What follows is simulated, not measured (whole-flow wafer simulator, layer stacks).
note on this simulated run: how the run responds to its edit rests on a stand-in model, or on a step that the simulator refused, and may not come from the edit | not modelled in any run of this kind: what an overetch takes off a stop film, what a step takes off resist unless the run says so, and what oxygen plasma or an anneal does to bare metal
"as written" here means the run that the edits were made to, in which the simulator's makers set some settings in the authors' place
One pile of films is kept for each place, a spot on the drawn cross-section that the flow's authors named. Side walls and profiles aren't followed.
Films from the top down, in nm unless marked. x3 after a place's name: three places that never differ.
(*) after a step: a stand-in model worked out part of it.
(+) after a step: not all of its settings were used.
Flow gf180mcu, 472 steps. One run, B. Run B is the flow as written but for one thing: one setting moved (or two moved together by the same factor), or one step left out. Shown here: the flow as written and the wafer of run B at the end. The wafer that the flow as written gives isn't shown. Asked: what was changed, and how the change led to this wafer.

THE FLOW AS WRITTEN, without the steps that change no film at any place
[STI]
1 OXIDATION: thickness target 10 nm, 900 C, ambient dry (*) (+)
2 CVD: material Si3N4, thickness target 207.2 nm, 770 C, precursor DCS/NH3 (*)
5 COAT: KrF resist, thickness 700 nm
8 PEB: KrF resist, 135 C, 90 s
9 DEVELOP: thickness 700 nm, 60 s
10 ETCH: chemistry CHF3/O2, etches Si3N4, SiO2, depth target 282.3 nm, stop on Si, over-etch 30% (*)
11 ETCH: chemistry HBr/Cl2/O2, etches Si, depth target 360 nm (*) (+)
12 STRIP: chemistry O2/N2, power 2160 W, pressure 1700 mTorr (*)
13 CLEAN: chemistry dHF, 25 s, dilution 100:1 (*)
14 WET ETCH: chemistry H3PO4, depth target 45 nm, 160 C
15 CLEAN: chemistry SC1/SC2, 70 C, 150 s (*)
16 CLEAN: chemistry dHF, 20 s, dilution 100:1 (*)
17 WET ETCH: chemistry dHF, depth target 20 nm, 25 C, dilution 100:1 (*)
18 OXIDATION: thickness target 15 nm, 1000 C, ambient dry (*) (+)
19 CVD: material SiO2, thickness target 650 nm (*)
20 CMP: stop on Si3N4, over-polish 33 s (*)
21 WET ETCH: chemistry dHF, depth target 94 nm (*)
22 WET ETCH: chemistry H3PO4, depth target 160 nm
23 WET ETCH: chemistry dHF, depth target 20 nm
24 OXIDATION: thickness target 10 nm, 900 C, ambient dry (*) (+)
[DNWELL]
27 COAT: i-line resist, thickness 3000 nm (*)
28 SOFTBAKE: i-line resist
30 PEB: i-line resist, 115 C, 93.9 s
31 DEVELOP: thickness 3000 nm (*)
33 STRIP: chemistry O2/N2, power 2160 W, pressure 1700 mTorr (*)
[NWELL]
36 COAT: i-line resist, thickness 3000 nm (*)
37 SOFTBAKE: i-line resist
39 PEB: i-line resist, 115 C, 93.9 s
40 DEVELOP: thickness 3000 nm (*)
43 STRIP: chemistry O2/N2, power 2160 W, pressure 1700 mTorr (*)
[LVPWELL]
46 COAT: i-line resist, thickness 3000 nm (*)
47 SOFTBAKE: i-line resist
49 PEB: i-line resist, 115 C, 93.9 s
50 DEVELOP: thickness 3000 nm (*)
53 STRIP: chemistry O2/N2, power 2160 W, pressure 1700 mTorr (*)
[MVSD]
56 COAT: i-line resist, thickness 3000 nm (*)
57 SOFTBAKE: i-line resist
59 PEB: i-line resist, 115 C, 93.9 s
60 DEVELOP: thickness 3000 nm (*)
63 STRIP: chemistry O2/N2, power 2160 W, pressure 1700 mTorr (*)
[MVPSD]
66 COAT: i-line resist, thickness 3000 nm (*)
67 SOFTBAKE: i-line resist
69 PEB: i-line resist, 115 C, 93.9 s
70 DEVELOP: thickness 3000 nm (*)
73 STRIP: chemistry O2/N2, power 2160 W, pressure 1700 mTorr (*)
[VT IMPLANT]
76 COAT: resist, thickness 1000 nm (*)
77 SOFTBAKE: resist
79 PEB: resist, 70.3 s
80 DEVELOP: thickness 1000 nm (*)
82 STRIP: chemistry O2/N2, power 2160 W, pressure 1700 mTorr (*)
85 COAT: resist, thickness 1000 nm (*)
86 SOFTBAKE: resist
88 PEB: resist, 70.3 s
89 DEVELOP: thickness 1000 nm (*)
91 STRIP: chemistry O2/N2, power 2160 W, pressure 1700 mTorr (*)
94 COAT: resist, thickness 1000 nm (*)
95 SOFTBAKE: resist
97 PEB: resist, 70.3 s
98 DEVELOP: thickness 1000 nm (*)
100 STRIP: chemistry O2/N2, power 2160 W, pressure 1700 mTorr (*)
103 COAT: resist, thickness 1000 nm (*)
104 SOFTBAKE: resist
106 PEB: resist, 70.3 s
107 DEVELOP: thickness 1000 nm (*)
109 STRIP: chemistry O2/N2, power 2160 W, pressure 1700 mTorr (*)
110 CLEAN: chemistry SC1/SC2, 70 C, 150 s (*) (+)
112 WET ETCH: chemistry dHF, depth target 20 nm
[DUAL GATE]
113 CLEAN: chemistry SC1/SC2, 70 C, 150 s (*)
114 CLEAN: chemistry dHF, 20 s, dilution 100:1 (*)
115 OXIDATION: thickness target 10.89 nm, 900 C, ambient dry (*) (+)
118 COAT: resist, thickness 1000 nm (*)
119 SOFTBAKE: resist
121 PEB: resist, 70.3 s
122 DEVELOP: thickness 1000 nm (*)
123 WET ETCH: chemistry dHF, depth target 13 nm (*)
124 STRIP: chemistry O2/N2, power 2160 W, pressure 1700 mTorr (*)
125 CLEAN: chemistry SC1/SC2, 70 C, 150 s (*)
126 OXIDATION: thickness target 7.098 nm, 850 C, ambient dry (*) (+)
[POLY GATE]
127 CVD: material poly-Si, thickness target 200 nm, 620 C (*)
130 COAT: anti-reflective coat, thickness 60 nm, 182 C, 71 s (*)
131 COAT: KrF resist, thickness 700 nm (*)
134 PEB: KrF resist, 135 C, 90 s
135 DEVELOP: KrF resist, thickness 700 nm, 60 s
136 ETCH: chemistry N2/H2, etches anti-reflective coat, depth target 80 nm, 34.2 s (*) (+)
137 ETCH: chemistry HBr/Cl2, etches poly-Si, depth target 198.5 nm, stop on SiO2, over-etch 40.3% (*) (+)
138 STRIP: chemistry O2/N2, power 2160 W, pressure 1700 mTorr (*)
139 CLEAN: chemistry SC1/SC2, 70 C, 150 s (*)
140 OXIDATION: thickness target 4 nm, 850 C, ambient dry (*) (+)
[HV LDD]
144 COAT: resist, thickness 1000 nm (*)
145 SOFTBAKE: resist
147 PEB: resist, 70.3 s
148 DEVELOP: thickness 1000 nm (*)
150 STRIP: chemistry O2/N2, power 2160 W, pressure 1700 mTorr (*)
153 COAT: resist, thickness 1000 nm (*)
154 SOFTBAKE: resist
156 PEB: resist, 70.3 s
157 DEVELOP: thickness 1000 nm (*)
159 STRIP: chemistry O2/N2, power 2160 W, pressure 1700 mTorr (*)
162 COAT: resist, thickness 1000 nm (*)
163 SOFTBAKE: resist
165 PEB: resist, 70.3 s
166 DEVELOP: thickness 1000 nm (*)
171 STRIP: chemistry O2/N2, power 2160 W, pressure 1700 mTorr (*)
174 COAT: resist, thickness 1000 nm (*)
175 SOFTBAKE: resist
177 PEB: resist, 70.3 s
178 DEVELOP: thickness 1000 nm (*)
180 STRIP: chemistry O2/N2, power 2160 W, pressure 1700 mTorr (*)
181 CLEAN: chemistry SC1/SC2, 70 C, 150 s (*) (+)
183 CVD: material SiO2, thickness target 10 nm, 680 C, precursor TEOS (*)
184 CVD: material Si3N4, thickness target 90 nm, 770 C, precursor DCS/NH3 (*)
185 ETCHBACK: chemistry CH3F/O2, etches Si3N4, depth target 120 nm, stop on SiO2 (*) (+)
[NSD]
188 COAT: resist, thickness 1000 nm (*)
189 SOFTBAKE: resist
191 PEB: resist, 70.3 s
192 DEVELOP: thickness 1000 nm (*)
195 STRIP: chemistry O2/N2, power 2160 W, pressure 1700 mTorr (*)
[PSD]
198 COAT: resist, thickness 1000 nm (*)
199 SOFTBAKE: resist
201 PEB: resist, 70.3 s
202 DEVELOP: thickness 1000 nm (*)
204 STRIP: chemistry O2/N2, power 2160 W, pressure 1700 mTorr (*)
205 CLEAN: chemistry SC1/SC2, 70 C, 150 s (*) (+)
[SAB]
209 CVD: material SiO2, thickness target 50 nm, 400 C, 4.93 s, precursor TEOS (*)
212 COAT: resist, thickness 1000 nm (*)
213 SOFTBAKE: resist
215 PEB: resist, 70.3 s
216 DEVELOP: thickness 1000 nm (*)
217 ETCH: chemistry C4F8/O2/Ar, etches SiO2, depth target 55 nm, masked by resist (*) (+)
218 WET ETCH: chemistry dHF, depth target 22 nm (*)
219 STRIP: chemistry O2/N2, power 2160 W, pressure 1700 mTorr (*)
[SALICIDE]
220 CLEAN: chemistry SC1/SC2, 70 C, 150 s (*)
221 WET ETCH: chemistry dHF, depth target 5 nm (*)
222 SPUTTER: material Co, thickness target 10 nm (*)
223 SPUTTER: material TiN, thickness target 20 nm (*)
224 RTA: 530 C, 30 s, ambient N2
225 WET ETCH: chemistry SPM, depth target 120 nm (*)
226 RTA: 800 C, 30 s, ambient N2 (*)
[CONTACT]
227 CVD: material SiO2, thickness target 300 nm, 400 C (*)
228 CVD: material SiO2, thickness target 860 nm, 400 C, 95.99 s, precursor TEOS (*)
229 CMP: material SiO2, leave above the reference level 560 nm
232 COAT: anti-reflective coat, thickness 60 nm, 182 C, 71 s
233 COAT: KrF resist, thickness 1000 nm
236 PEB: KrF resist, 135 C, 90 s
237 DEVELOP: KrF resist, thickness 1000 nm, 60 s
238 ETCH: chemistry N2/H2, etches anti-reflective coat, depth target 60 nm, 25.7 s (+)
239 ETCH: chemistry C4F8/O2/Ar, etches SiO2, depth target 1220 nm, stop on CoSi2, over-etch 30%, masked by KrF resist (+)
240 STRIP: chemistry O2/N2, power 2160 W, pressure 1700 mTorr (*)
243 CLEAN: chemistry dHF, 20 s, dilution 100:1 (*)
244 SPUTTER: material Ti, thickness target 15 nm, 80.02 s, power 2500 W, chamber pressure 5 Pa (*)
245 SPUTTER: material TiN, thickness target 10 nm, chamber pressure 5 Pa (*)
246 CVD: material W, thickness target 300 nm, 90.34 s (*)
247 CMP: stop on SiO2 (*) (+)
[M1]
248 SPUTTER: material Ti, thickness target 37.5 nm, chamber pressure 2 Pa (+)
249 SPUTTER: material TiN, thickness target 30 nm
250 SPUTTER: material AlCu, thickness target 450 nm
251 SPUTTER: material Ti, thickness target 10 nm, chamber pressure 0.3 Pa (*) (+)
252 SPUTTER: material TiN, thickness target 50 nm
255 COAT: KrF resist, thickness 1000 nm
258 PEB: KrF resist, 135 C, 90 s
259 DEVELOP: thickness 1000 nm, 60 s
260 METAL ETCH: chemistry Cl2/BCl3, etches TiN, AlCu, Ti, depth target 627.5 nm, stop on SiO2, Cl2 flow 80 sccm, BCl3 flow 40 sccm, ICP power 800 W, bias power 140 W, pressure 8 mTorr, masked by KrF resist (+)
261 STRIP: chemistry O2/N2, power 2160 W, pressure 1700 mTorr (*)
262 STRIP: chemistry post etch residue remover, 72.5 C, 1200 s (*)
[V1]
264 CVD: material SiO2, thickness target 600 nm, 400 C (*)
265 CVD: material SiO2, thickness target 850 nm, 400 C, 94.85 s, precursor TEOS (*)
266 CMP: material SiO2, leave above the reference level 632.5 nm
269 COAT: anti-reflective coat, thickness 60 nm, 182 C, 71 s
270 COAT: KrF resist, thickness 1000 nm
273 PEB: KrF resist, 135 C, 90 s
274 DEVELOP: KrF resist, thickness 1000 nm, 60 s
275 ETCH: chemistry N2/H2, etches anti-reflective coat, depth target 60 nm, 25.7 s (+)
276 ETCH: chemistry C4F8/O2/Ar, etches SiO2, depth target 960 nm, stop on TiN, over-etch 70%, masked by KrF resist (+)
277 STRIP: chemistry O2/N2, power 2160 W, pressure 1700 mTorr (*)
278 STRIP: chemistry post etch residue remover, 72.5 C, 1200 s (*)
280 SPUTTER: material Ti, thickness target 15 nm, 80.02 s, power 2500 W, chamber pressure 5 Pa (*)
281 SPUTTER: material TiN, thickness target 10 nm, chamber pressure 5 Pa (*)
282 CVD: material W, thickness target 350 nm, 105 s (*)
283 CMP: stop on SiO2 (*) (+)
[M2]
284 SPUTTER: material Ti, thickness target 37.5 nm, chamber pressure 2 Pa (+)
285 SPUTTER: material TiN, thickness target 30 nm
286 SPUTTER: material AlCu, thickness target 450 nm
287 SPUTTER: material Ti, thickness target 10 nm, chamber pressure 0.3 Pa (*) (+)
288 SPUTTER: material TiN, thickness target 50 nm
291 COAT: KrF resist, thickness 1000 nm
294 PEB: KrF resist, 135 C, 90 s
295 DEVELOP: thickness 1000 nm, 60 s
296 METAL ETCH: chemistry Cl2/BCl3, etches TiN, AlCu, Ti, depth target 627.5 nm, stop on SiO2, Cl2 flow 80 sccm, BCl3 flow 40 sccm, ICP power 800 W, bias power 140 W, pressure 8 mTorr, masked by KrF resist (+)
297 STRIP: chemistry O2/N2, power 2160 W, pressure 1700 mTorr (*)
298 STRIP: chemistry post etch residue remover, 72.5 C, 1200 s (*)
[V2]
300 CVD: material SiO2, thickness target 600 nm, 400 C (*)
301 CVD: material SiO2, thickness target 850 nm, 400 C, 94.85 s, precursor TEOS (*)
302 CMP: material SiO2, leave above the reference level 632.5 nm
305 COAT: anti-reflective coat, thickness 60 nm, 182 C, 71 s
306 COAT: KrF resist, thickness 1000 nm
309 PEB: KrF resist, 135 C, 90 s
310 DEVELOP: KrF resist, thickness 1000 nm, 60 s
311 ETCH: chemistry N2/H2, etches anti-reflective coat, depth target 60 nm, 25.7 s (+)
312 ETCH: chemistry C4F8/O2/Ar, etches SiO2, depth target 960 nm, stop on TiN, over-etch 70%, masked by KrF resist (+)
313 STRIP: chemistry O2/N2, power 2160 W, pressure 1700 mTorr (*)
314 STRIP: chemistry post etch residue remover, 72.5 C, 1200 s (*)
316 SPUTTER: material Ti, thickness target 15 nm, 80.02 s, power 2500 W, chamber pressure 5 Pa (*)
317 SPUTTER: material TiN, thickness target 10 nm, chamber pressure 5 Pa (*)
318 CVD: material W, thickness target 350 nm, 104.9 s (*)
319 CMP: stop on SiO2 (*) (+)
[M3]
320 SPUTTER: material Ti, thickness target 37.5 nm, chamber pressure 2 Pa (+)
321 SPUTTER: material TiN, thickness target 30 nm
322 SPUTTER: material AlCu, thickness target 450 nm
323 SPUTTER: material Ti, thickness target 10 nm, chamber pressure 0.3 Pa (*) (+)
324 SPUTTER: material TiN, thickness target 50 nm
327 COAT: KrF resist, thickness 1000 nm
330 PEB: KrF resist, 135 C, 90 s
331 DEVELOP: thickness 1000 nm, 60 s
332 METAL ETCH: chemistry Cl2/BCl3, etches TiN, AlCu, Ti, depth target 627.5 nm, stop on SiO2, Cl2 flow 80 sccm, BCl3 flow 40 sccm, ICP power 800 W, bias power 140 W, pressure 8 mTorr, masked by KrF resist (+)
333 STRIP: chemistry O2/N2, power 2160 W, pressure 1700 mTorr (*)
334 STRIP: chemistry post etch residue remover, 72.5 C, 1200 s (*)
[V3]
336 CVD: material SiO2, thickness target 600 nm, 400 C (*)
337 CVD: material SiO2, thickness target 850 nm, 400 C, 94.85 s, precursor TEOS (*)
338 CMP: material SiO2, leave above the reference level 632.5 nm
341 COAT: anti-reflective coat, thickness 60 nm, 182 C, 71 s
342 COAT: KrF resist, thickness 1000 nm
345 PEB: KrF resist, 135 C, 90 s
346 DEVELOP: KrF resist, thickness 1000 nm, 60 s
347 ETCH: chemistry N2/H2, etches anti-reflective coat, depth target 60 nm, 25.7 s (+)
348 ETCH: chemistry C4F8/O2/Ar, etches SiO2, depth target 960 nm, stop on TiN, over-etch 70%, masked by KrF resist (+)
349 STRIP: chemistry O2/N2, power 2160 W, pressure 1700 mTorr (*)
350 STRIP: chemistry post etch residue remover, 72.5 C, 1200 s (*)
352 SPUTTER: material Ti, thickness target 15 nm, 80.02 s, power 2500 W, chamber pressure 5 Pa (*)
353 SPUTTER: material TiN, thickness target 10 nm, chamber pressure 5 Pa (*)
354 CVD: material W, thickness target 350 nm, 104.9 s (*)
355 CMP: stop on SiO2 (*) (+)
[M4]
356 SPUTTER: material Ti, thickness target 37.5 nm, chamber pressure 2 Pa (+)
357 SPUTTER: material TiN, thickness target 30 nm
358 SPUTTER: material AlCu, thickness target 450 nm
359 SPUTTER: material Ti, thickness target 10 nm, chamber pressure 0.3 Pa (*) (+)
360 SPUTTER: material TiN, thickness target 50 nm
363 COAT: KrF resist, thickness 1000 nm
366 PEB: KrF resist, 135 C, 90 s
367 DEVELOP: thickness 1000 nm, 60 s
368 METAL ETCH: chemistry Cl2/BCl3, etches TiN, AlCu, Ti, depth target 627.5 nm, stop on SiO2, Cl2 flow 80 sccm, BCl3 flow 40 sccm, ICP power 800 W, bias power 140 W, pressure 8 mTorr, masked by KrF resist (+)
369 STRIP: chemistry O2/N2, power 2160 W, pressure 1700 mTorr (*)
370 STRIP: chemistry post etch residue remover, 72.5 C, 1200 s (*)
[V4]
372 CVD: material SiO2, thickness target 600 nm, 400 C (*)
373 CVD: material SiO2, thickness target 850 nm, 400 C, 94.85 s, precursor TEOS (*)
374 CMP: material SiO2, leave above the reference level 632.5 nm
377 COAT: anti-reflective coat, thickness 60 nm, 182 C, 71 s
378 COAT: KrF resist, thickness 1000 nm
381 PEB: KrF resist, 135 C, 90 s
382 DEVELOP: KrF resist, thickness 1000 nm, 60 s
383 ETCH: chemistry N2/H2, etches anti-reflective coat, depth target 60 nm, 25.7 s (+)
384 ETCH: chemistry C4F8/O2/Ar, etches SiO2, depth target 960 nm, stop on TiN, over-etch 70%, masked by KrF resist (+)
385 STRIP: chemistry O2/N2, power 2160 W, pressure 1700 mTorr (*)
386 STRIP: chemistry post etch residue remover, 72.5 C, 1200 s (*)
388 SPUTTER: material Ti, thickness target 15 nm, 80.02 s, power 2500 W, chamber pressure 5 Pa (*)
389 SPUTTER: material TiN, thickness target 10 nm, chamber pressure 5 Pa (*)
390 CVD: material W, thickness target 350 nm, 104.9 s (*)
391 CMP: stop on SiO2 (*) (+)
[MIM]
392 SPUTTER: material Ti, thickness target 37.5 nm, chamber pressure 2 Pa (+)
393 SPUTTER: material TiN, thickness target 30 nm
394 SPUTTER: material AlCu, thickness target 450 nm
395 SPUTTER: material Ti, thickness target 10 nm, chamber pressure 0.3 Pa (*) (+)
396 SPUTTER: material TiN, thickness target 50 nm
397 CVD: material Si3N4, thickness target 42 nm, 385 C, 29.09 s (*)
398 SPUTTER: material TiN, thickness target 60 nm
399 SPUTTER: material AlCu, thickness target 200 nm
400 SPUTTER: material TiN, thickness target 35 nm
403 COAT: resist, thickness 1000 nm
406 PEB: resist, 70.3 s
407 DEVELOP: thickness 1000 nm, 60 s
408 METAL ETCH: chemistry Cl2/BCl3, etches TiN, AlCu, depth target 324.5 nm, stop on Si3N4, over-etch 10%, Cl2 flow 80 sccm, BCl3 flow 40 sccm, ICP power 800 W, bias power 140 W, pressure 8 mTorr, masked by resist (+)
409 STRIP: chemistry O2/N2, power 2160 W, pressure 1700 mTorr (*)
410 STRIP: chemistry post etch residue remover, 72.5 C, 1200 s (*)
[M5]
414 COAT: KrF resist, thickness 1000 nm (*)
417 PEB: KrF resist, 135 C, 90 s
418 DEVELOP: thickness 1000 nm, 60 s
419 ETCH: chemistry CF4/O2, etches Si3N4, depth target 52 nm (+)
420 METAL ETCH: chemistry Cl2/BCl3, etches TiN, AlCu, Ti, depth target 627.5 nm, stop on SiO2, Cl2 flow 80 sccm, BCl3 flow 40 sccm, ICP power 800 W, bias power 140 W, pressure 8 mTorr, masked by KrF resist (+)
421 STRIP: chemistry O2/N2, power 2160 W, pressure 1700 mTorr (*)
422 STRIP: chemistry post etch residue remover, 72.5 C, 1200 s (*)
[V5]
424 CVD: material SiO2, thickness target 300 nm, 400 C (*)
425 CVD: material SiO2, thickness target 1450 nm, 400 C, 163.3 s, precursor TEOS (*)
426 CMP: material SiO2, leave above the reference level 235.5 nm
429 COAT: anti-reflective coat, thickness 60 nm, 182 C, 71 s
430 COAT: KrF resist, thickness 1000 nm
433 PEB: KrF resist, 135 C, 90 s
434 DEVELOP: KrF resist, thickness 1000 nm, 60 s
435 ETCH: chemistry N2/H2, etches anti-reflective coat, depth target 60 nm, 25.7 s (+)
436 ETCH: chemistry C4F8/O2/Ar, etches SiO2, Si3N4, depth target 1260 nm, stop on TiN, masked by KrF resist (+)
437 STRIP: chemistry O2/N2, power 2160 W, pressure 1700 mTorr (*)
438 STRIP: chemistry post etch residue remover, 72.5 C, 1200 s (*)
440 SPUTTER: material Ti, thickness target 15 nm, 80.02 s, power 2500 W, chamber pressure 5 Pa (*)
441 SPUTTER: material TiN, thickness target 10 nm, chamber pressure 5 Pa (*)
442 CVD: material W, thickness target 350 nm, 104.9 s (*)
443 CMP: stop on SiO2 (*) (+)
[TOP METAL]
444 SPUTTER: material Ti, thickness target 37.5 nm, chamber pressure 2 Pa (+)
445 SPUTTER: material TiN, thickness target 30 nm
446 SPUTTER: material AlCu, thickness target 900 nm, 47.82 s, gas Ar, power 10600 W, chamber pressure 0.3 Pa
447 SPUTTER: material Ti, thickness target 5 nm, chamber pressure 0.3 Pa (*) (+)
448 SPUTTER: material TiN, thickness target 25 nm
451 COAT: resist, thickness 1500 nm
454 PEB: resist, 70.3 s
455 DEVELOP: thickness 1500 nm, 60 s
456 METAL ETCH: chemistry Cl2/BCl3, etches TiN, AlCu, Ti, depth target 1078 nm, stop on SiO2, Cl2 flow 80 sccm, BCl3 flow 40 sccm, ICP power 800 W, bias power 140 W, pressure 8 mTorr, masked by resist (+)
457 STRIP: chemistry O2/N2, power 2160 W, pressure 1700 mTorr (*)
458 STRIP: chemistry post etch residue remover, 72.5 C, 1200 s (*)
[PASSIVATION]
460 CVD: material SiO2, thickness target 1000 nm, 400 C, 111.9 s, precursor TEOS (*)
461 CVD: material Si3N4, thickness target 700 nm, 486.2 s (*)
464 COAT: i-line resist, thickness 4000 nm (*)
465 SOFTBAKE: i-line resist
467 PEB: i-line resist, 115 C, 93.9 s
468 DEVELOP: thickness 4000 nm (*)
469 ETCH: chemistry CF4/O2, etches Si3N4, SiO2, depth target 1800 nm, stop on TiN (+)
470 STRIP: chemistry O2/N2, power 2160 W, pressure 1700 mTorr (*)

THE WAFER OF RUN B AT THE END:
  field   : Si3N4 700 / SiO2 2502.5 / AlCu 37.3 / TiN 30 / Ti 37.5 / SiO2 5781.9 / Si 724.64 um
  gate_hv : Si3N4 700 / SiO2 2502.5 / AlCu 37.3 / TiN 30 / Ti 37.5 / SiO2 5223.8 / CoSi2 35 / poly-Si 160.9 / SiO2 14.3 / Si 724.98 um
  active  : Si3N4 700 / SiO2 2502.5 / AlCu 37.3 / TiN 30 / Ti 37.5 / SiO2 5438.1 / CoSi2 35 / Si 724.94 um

The cause: step 394, SPUTTER: thickness target 612 nm was run, where the flow has thickness target 450 nm.

How the change led to this, step by step:
  394 SPUTTER: material AlCu, thickness target 450 nm
      field, field__w1, field__w2 and 108 more: AlCu +612 (new film) (as written it would be: AlCu +450 (new film))
  420 METAL ETCH: chemistry Cl2/BCl3, etches TiN, AlCu, Ti, depth target 627.5 nm, stop on SiO2, Cl2 flow 80 sccm, BCl3 flow 40 sccm, ICP power 800 W, bias power 140 W, pressure 8 mTorr, masked by KrF resist (+)
      field, field__w1, field__w2 and 101 more: TiN -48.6 (all of it), Ti -10 (all of it), AlCu -568.9 (as written it would be: TiN -48.6 (all of it), Ti -10 (all of it), AlCu -450 (all of it), TiN -30 (all of it), Ti -37.5 (all of it))
  422 STRIP: chemistry post etch residue remover, 72.5 C, 1200 s (*)
      field, field__w1, field__w2 and 101 more: AlCu -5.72 (as written it would be: nothing)
  424 CVD: material SiO2, thickness target 300 nm, 400 C (*)
      field, field__w1, field__w2 and 101 more: SiO2 +300 (new film) (as written it would be: SiO2 +300)
  426 CMP: material SiO2, leave above the reference level 235.5 nm
      field, field__w1, field__w5 and 92 more: SiO2 -243.7 (as written it would be: SiO2 -300.8)
      field__w2, field__w3, field__w12 and 6 more: SiO2 -212.9 (as written it would be: SiO2 -272.7)
Counting metal films that touch as one body, field has 1 body; the flow as written gives 0 bodies.
Counting metal films that touch as one body, gate_hv has 2 bodies (between them, from the top down: SiO2 5223.8); the flow as written gives 1 body.
Counting metal films that touch as one body, active has 2 bodies (between them, from the top down: SiO2 5438.1); the flow as written gives 1 body.
